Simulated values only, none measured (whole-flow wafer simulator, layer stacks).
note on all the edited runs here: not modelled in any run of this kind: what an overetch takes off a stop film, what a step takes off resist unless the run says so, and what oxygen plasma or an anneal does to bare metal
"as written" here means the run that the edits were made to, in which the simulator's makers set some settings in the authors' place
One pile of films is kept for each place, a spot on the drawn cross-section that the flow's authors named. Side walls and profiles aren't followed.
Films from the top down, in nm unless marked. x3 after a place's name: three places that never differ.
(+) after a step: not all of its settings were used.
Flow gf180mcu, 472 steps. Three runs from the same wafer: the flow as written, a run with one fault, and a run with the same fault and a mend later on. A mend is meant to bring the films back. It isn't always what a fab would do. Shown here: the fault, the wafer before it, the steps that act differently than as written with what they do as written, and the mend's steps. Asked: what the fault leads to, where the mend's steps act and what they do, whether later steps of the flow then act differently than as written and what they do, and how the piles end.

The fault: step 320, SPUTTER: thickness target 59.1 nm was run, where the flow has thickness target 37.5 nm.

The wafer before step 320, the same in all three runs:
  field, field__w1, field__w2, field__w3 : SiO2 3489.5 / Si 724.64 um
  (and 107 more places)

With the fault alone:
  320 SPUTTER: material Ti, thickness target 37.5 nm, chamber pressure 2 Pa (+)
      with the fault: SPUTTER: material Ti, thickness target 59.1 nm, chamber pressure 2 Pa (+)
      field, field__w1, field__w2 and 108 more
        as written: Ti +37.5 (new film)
        with the fault: Ti +59.1 (new film)
  Later steps of the flow that act differently than as written:
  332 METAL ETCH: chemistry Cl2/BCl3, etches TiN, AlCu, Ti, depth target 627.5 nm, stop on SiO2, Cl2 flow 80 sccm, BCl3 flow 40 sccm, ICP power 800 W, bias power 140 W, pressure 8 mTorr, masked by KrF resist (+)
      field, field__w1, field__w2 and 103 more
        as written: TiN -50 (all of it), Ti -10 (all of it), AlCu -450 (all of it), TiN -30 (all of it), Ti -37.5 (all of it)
        with the fault: TiN -50 (all of it), Ti -10 (all of it), AlCu -450 (all of it), TiN -30 (all of it), Ti -59.1 (all of it)
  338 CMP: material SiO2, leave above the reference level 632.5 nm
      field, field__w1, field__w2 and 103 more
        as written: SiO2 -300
        with the fault: SiO2 -278.4
  At the end the piles differ from the flow's by more than 2% or 0.5 nm, whichever is larger, at field__w8, contact, m1, m1__w1, m1_nw.
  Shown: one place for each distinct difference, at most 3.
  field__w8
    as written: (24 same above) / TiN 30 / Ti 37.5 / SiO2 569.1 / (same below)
    with the fault: (24 same above) / TiN 30 / Ti 59.1 / SiO2 569.1 / (same below)
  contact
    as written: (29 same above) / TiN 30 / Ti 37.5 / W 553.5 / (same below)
    with the fault: (29 same above) / TiN 30 / Ti 59.1 / W 553.5 / (same below)

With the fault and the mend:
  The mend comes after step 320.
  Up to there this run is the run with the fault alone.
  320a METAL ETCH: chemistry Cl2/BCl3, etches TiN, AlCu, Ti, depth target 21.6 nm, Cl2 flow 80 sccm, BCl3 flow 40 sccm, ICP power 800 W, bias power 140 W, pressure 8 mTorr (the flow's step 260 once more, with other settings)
      field, field__w1, field__w2 and 108 more
        Ti -21.6
  No later step of the flow acts differently than as written at any place that is followed.
  At the end the piles are the same as the flow's at every place that both follow.
